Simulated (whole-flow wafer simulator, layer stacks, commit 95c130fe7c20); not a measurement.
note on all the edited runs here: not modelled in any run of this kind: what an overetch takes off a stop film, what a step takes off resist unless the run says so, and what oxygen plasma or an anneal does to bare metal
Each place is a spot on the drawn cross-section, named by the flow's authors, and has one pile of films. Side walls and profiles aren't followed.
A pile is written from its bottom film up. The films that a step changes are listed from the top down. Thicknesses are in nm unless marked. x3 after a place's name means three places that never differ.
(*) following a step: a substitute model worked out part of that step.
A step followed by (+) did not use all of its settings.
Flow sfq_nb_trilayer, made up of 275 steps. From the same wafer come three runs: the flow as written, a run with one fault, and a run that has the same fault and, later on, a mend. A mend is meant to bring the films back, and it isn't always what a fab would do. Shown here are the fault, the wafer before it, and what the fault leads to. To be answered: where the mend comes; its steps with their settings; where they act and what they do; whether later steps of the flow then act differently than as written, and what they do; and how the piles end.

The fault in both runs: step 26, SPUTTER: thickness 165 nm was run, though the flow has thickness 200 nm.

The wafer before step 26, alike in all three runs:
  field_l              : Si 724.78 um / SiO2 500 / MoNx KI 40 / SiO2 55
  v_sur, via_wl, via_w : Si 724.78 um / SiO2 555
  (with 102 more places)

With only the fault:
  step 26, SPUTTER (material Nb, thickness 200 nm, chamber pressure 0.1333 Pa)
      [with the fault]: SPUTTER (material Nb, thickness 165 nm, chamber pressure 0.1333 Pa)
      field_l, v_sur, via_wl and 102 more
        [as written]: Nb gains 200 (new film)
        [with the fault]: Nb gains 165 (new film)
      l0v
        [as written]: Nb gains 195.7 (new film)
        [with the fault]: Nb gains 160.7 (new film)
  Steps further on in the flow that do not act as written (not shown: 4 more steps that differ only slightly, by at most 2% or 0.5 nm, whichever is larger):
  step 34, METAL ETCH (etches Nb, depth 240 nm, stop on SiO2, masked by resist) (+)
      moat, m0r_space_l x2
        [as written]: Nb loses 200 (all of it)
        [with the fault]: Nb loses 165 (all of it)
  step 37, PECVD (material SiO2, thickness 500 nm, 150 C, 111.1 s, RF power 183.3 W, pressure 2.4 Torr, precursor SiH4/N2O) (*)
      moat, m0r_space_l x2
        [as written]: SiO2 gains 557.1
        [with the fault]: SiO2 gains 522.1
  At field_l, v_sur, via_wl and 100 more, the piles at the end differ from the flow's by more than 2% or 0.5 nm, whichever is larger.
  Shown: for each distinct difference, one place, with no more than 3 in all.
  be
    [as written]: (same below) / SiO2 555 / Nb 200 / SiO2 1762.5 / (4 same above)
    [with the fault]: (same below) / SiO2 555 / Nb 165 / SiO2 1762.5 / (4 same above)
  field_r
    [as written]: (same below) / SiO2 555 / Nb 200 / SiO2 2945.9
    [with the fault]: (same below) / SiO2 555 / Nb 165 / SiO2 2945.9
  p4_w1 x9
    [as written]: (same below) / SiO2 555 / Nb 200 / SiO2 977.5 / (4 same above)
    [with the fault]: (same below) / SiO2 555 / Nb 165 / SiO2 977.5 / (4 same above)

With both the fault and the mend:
  After step 32 comes the mend.
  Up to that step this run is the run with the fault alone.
  step 32a, STRIP (over-ash 65%, gas O2, power 200 W) (*)
      p4_fl x3, p4_w1 x9, p4_g1 x2 and 57 more
        KrF resist loses 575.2 (all of it), anti-reflective coat loses 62 (all of it)
      jj_sur, ce_l, c5j and 6 more
        KrF resist loses 581.9 (all of it), anti-reflective coat loses 63.6 (all of it)
      be, lsp_l
        KrF resist loses 582.2 (all of it), anti-reflective coat loses 63.7 (all of it)
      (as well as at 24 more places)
  step 32b, SPUTTER (material Nb, thickness 35 nm, chamber pressure 0.1333 Pa) (the flow's step 26, run once more with other settings)
      field_l, via_wl, via_w and 100 more
        Nb gains 35
      v_sur
        Nb gains 33.8
      lsp_r
        Nb gains 34.4
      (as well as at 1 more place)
  step 32c, COAT (anti-reflective coat, thickness 62 nm) (*) (the flow's step 27, run once more)
      p4_fl x3, p4_w1 x9, p4_g1 x2 and 59 more
        anti-reflective coat gains 62 (new film)
      gap, jj_sur, ce_l and 8 more
        anti-reflective coat gains 63.6 (new film)
      via_v, wire, ln_m5, lsp_m, ln_m6
        anti-reflective coat gains 63.8 (new film)
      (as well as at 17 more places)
  step 32d, COAT (KrF resist, thickness 600 nm) (*) (the flow's step 28, run once more)
      p4_fl x3, p4_w1 x9, p4_g1 x2 and 59 more
        KrF resist gains 600 (new film)
      jj_sur, ce_l, c5j, res, r_end
        KrF resist gains 606.7 (new film)
      ce_r, sp_r, be_r, r_sur
        KrF resist gains 606.6 (new film)
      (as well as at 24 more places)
  step 32e, SOFTBAKE (KrF resist) (the flow's step 29, run once more)
      alters no film at any place that is followed
  step 32f, EXPOSE (photomask M0, dose 12.2 mJ/cm2, NA 0.6, wavelength 248 nm) (*) (the flow's step 30, run once more)
      alters no film at any place that is followed
  step 32g, PEB (KrF resist, 90 s) (the flow's step 31, run once more)
      p4_fl x3, p4_w1 x9, p4_g1 x2 and 62 more
        KrF resist loses 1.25
      v_sur, via_wr, via_sp and 21 more
        KrF resist loses 1.27
      field_l, l0_sur
        KrF resist loses 1.23
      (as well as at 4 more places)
  step 32h, DEVELOP (KrF resist, thickness 600 nm, 60 s) (the flow's step 32, run once more)
      field_l, v_sur, via_wl and 100 more
        KrF resist loses 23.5
      m0r_space_l x2
        KrF resist loses 598.7 (all of it)
      moat
        KrF resist loses 605.5 (all of it)
  Later steps of the flow that are run all act as written at every place that is followed, up to a difference of at most 2% or 0.5 nm, whichever is larger.
  The piles end only slightly different from the flow's at the places that both follow, by no more than 2% or 0.5 nm, whichever is larger.
